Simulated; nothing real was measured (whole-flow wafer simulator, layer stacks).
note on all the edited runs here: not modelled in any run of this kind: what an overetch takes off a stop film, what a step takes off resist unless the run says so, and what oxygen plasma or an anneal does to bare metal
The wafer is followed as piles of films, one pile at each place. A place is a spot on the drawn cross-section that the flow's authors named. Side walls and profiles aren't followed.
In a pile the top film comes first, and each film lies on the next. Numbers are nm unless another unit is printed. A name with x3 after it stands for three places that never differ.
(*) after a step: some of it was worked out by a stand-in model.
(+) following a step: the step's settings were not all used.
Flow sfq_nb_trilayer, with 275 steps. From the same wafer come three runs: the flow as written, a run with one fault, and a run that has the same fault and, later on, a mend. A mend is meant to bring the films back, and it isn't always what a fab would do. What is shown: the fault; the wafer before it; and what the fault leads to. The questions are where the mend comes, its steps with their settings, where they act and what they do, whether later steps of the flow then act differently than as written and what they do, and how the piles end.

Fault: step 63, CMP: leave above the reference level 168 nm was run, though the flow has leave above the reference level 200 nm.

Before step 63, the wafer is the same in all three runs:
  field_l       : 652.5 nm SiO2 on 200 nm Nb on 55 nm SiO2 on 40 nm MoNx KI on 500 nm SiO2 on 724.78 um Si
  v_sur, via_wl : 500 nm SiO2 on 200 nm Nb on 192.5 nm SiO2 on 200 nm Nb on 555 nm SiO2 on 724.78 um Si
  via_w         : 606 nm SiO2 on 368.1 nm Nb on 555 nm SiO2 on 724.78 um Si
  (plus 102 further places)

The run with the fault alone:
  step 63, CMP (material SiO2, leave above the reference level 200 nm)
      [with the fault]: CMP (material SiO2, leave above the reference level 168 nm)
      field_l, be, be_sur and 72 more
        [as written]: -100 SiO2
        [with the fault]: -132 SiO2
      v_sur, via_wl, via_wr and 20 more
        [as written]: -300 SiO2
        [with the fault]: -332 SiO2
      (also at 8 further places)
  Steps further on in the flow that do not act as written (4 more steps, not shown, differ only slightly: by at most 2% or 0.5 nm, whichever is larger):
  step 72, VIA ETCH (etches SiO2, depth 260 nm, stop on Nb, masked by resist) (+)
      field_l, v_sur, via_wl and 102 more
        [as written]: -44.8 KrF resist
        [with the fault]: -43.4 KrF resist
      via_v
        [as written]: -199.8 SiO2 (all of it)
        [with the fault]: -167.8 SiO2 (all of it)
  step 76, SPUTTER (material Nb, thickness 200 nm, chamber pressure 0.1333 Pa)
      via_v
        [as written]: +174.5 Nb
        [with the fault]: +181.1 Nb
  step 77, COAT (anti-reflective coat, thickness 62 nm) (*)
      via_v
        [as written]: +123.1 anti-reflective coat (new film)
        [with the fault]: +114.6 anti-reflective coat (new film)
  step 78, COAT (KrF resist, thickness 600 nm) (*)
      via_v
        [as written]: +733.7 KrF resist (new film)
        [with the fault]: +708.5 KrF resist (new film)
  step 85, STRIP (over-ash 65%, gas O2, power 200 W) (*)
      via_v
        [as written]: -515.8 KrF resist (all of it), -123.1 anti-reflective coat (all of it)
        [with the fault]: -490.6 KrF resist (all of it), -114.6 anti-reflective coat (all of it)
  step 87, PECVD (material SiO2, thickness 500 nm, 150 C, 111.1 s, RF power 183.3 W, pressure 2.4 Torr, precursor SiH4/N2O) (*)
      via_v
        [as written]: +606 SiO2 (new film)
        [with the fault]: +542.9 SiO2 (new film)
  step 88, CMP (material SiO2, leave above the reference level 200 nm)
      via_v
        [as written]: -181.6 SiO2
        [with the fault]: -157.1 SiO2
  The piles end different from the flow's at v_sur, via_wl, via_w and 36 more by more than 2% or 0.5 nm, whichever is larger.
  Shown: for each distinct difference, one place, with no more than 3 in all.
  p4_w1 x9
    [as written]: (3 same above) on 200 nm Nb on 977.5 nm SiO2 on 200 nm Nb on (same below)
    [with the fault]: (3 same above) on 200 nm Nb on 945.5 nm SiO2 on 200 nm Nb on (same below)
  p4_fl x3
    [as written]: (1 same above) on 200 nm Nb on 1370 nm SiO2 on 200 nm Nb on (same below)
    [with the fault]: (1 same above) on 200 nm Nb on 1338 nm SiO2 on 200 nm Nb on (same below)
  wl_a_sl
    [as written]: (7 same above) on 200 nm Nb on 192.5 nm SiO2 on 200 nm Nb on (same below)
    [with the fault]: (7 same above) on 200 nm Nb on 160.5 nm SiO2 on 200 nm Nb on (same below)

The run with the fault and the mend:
  After step 70 comes the mend.
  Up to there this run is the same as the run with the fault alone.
  step 70a, STRIP (over-ash 65%, gas O2, power 200 W) (*)
      field_l, v_sur, via_wl and 102 more
        -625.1 KrF resist (all of it), -62 anti-reflective coat (all of it)
      via_v
        -62 anti-reflective coat (all of it)
  step 70b, PECVD (material SiO2, thickness 32 nm, 150 C, 7.111 s, RF power 183.3 W, pressure 2.4 Torr, precursor SiH4/N2O) (the flow's step 62 again, with other settings)
      field_l, v_sur, via_wl and 103 more
        +32 SiO2
  step 70c, COAT (anti-reflective coat, thickness 62 nm) (the flow's step 65 again)
      field_l, v_sur, via_wl and 103 more
        +62 anti-reflective coat (new film)
  step 70d, COAT (KrF resist, thickness 650 nm) (the flow's step 66 again)
      field_l, v_sur, via_wl and 103 more
        +650 KrF resist (new film)
  step 70e, SOFTBAKE (KrF resist) (the flow's step 67 again)
      alters no film at any place that is followed
  step 70f, EXPOSE (photomask I1, dose 11.91 mJ/cm2, NA 0.6, wavelength 248 nm) (*) (the flow's step 68 again)
      alters no film at any place that is followed
  step 70g, PEB (KrF resist, 90 s) (the flow's step 69 again)
      field_l, v_sur, via_wl and 103 more
        -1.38 KrF resist
  step 70h, DEVELOP (KrF resist, thickness 650 nm, 60 s) (the flow's step 70 again)
      field_l, v_sur, via_wl and 102 more
        -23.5 KrF resist
      via_v
        -648.6 KrF resist (all of it)
  None of the later steps of the flow acts differently than as written at any place that is followed.
  At every place that both follow, the piles at the end match the flow's.
